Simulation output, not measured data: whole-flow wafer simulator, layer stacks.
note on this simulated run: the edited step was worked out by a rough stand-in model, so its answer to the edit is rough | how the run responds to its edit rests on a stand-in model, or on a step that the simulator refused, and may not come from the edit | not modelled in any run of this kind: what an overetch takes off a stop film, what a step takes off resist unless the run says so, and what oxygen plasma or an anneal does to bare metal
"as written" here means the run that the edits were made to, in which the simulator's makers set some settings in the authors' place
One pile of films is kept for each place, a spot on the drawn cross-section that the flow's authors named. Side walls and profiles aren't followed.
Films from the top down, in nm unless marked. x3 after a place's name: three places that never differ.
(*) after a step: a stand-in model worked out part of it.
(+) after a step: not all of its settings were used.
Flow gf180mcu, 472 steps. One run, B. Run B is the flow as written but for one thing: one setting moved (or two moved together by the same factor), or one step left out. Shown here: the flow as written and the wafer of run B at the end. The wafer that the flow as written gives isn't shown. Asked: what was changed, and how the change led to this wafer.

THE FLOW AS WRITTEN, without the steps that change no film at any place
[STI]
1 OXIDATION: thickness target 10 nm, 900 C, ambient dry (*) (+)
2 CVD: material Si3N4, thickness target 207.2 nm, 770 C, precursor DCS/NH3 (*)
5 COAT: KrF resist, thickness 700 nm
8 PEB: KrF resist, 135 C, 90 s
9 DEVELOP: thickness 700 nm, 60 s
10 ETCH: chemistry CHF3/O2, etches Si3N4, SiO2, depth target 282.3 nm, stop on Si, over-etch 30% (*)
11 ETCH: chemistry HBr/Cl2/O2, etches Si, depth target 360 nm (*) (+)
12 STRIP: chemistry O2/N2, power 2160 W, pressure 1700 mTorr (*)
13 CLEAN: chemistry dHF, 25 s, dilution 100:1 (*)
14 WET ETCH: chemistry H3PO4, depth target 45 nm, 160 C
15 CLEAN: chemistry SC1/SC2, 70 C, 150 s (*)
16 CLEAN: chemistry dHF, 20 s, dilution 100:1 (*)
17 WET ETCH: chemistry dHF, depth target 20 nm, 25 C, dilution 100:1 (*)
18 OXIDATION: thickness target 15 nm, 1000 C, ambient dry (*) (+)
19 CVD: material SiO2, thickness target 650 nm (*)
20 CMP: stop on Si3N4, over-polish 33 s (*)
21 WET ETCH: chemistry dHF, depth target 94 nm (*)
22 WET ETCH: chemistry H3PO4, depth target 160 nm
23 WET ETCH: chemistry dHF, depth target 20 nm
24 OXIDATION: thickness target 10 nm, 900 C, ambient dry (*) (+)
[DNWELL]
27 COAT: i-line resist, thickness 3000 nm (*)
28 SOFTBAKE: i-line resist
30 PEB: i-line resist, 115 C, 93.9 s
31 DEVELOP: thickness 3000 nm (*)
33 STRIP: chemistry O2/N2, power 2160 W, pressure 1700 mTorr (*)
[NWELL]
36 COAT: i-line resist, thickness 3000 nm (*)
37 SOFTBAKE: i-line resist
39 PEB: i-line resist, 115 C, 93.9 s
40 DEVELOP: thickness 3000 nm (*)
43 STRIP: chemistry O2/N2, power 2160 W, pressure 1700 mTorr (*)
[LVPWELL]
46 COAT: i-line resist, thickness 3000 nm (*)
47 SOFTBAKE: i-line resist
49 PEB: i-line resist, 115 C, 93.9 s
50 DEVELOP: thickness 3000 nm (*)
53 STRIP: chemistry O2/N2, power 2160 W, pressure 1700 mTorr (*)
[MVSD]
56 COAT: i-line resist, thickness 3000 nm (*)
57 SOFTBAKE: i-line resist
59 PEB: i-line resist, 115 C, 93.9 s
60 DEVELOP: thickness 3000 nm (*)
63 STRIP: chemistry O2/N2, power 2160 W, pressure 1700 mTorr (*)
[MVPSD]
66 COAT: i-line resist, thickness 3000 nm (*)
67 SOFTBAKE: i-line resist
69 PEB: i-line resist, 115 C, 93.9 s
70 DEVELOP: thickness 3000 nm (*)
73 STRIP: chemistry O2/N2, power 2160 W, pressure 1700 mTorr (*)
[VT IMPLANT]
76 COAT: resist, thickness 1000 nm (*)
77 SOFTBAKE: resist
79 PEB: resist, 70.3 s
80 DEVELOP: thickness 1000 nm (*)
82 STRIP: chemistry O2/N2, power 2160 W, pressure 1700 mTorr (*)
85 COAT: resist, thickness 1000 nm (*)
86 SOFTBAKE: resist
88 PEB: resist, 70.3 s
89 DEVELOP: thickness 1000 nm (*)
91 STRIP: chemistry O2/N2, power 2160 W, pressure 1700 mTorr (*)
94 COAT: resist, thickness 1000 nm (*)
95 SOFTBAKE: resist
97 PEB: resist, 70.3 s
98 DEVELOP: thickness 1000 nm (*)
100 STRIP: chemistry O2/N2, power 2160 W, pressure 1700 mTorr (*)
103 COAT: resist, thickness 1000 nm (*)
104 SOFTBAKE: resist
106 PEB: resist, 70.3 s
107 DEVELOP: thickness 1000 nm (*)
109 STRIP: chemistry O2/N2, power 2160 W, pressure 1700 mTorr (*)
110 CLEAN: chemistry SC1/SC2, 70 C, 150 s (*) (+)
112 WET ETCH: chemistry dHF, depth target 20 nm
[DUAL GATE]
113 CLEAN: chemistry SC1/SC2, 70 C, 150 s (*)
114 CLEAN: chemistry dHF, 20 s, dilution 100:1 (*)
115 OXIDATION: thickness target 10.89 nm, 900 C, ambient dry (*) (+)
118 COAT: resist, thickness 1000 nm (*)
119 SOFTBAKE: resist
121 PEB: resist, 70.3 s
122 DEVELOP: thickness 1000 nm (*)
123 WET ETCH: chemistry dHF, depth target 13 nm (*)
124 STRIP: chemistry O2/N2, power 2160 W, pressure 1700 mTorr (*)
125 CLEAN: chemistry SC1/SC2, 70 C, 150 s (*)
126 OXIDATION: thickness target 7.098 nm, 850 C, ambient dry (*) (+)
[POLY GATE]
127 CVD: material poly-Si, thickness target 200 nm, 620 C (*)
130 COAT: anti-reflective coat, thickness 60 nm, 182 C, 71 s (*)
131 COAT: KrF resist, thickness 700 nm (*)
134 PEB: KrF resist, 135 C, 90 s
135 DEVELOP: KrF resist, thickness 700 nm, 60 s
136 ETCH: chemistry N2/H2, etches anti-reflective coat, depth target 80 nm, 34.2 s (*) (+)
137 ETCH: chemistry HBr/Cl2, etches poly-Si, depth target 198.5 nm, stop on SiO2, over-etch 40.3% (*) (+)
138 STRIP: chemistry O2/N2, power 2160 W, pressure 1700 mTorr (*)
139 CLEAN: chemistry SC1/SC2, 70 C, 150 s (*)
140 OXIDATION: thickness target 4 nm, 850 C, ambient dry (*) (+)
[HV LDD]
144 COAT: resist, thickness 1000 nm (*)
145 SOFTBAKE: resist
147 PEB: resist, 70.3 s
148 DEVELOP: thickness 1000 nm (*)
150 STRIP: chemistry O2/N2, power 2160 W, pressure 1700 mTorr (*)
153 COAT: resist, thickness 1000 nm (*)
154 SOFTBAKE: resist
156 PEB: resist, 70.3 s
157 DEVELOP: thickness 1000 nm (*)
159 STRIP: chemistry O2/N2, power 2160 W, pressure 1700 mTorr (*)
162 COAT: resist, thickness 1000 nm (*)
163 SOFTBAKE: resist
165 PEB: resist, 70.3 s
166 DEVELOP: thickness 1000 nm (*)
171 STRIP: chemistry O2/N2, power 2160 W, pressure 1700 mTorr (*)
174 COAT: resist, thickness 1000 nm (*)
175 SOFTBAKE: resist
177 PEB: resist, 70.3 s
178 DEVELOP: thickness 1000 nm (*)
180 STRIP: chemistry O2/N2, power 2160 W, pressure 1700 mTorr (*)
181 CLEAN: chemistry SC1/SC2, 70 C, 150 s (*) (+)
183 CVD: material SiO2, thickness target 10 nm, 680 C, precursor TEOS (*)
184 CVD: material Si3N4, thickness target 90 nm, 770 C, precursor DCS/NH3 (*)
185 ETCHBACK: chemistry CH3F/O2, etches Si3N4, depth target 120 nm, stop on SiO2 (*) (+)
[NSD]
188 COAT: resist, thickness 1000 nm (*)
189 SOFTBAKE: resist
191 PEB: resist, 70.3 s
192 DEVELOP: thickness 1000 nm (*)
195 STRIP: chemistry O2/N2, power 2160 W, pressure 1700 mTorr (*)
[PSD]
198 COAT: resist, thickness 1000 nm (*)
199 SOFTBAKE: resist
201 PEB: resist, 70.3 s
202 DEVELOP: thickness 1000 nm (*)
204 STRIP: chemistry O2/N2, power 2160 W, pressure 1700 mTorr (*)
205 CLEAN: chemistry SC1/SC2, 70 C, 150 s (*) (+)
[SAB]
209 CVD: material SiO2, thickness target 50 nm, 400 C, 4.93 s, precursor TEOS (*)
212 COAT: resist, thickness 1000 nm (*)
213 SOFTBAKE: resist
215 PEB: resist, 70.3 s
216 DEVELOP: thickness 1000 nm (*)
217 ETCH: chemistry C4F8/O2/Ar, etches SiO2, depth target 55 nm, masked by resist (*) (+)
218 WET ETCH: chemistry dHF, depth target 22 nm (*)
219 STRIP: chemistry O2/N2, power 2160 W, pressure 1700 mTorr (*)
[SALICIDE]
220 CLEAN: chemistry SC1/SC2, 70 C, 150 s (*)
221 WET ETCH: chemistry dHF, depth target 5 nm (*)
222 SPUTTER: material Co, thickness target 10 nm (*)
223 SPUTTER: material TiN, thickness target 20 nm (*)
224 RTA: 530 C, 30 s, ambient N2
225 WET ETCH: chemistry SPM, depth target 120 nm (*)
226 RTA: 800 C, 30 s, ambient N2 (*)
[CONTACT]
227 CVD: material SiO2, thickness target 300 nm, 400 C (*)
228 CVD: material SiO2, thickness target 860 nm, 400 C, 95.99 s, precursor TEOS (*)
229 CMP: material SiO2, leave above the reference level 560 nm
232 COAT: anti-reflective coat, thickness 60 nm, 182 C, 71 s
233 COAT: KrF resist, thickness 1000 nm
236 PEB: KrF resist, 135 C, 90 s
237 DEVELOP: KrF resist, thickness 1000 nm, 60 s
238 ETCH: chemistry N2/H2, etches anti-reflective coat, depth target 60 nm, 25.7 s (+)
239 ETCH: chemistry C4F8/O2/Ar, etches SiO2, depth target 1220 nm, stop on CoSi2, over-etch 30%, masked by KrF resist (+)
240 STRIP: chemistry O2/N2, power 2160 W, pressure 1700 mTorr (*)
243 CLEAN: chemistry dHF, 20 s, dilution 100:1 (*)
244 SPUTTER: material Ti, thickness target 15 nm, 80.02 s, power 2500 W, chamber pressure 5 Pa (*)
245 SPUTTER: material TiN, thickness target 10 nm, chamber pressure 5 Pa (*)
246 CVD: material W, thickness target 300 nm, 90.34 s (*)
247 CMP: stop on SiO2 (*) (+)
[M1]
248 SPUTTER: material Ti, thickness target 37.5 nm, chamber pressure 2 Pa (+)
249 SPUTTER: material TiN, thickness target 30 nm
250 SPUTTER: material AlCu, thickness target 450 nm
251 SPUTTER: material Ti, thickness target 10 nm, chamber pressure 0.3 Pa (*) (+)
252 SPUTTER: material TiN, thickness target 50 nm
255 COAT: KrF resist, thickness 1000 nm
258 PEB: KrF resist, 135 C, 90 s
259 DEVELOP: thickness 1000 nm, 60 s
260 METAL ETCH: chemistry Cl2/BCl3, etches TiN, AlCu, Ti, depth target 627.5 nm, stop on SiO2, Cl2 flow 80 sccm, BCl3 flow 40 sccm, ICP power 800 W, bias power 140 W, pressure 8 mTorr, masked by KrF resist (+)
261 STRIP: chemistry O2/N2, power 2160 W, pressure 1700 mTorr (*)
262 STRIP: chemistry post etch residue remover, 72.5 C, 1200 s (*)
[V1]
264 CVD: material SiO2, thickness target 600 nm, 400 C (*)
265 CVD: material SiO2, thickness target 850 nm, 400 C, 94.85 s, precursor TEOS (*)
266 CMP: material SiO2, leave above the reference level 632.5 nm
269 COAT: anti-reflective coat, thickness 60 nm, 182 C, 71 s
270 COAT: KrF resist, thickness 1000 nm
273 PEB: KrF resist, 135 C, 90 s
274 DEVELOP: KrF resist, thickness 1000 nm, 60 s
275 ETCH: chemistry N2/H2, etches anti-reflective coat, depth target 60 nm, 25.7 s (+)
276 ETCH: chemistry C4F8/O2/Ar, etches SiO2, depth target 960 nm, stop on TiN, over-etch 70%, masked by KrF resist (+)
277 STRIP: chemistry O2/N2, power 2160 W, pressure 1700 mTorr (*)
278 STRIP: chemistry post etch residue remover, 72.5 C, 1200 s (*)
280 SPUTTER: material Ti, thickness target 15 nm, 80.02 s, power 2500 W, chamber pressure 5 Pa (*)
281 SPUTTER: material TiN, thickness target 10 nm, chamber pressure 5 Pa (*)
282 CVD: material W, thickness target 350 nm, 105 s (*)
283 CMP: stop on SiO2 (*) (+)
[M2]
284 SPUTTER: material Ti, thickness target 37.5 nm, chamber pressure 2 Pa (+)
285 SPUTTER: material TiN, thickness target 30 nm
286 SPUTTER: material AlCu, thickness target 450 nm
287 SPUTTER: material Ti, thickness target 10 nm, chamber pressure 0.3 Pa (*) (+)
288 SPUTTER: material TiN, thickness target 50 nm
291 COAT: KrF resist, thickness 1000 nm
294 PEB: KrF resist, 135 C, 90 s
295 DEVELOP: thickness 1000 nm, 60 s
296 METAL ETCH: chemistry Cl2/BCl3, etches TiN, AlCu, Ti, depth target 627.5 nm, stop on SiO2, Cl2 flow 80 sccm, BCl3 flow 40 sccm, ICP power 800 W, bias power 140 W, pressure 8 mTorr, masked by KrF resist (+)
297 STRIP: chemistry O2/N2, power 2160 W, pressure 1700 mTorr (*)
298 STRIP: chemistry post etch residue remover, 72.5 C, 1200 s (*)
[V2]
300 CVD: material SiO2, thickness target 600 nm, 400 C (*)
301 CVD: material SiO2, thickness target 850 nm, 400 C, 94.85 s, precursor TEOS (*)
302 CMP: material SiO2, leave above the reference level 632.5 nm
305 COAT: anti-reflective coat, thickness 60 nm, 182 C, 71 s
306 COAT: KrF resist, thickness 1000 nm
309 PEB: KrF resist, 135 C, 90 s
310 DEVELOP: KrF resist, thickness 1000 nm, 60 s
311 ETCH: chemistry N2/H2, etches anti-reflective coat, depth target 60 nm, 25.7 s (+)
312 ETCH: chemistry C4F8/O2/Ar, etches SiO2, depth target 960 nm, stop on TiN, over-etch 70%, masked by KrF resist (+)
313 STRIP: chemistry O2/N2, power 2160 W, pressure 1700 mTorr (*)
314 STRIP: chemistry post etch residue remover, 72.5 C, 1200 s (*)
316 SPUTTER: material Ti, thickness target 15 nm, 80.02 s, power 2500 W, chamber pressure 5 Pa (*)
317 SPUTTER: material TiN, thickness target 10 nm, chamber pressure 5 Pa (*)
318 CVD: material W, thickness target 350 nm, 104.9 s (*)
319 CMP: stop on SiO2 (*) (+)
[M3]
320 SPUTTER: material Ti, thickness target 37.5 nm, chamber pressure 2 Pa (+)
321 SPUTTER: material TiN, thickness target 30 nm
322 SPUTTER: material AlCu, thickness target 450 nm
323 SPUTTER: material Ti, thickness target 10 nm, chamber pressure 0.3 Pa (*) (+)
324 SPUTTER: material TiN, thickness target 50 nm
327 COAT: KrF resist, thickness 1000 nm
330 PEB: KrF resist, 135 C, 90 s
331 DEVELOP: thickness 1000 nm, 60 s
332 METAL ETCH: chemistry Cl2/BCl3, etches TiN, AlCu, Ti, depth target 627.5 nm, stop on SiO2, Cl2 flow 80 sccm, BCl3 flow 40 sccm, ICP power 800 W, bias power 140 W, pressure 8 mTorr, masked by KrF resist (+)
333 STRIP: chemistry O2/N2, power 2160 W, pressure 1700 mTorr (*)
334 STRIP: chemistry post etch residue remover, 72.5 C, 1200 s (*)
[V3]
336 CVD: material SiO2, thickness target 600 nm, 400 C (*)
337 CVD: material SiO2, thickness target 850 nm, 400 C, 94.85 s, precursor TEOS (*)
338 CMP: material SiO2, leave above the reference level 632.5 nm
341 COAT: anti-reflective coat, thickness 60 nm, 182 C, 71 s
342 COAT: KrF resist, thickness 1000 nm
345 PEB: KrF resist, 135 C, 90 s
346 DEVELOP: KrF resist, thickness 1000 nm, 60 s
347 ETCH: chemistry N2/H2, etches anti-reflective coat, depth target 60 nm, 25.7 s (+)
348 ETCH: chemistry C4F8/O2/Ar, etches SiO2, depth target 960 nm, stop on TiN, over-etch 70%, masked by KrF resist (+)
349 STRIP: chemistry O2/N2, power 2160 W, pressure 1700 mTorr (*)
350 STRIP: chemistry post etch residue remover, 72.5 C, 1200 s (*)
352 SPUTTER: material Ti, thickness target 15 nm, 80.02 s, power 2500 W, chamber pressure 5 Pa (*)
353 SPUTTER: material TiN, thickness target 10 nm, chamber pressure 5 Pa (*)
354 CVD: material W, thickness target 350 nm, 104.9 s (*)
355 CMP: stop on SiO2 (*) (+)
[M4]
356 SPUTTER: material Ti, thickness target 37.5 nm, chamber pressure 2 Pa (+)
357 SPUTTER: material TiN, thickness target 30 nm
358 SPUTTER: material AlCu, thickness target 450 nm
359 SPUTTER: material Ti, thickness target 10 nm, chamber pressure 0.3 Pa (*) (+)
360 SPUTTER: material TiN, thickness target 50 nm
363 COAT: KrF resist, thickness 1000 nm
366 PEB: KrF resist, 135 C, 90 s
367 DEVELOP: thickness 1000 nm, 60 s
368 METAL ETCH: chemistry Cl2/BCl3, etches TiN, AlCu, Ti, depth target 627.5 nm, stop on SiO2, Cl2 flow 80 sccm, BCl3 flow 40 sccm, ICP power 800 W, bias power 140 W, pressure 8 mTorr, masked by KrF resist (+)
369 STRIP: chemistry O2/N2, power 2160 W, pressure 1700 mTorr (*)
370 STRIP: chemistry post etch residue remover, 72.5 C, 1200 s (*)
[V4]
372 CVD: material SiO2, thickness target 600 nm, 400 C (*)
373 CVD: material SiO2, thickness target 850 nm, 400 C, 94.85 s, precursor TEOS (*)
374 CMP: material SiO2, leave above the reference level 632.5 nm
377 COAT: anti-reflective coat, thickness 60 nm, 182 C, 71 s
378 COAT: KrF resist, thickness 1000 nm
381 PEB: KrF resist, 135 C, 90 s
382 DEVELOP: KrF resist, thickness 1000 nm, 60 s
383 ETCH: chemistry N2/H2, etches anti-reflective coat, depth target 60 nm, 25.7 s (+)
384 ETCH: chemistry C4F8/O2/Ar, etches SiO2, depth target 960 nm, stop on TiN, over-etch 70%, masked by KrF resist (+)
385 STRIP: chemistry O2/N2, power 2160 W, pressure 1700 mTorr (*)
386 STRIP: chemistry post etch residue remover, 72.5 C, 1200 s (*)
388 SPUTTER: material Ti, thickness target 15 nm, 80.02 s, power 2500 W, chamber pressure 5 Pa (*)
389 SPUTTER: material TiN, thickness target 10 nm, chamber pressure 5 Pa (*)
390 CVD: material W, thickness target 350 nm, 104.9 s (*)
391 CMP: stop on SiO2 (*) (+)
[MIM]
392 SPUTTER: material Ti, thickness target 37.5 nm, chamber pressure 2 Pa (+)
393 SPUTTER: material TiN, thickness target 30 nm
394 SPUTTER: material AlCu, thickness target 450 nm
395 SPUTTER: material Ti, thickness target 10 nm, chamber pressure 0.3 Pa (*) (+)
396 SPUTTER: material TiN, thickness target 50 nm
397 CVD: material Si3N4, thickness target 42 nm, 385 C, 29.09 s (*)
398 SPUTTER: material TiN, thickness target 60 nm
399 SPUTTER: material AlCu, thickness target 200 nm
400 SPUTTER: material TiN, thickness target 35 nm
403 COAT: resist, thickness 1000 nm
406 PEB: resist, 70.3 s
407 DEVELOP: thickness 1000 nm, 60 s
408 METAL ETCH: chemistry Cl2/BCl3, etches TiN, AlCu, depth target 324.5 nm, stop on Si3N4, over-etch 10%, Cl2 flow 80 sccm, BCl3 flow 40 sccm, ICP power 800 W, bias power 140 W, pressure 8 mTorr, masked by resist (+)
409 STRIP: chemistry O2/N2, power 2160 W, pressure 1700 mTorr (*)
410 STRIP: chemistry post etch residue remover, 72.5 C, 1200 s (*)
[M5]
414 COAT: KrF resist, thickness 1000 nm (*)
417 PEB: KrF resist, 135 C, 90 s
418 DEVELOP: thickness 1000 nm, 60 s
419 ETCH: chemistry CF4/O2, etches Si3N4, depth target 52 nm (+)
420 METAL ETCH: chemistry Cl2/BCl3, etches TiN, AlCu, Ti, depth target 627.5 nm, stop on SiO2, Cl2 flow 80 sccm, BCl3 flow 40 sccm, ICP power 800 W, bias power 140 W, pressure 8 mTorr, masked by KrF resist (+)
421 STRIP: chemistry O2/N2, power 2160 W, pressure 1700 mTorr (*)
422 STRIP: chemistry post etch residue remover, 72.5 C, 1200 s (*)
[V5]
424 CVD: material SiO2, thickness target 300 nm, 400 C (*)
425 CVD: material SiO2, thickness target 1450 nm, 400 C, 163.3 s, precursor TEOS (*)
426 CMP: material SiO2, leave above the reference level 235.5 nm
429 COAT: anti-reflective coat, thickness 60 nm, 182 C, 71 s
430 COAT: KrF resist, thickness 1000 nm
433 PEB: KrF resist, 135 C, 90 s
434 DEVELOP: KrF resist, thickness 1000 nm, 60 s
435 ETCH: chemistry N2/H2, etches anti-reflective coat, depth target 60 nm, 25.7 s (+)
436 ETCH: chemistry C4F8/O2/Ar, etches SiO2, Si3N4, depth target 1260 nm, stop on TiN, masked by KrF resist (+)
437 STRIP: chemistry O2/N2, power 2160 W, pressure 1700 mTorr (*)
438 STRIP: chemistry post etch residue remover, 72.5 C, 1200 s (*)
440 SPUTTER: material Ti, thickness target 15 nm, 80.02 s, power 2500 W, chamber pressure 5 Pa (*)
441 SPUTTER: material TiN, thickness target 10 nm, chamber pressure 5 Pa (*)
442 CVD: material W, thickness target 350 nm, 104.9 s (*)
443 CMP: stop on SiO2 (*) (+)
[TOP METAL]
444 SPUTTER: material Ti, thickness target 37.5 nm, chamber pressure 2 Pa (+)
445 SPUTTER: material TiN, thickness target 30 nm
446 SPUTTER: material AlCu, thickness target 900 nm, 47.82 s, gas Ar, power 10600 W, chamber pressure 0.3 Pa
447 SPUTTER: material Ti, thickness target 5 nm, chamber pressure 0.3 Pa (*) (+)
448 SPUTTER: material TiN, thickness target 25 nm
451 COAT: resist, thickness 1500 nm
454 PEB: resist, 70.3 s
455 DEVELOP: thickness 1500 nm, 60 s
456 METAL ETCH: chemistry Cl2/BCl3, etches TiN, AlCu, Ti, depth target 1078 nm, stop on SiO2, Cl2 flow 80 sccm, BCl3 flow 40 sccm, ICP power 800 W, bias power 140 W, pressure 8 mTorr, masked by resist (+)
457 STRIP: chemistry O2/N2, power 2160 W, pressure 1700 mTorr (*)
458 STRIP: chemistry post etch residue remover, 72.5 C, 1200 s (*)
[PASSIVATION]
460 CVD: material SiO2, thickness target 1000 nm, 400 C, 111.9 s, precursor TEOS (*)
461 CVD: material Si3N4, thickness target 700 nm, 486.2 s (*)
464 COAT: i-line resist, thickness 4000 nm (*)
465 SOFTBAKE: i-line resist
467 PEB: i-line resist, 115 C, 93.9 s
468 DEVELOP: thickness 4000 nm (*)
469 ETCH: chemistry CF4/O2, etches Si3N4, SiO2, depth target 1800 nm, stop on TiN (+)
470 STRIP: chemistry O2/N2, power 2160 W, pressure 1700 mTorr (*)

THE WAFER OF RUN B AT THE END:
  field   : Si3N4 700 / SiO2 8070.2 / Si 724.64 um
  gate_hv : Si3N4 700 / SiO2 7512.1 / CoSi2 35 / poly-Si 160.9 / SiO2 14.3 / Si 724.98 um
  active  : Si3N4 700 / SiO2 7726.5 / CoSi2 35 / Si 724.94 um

The cause: step 460, CVD: thickness target 840 nm was run, where the flow has thickness target 1000 nm; step 460, CVD: 94.03 s was run, where the flow has 111.9 s.

How the change led to this, step by step:
  460 CVD: material SiO2, thickness target 1000 nm, 400 C, 111.9 s, precursor TEOS (*)
      field, field__w1, field__w2 and 103 more: SiO2 +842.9 (as written it would be: SiO2 +1000)
      field__w8, contact, m1, m1__w1, pad, m1_nw: SiO2 +842.9 (new film) (as written it would be: SiO2 +1000 (new film))
  465 SOFTBAKE: i-line resist
      gate: i-line resist -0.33 (as written it would be: i-line resist +1.79)
      ld_acc_p, ld_fp_p, ld_drift_p: i-line resist +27 (as written it would be: i-line resist +33.8)
      (and at 57 more places)
  469 ETCH: chemistry CF4/O2, etches Si3N4, SiO2, depth target 1800 nm, stop on TiN (+)
      pad: Si3N4 -700 (all of it), SiO2 -842.9 (all of it) (as written it would be: Si3N4 -700 (all of it), SiO2 -1000 (all of it))
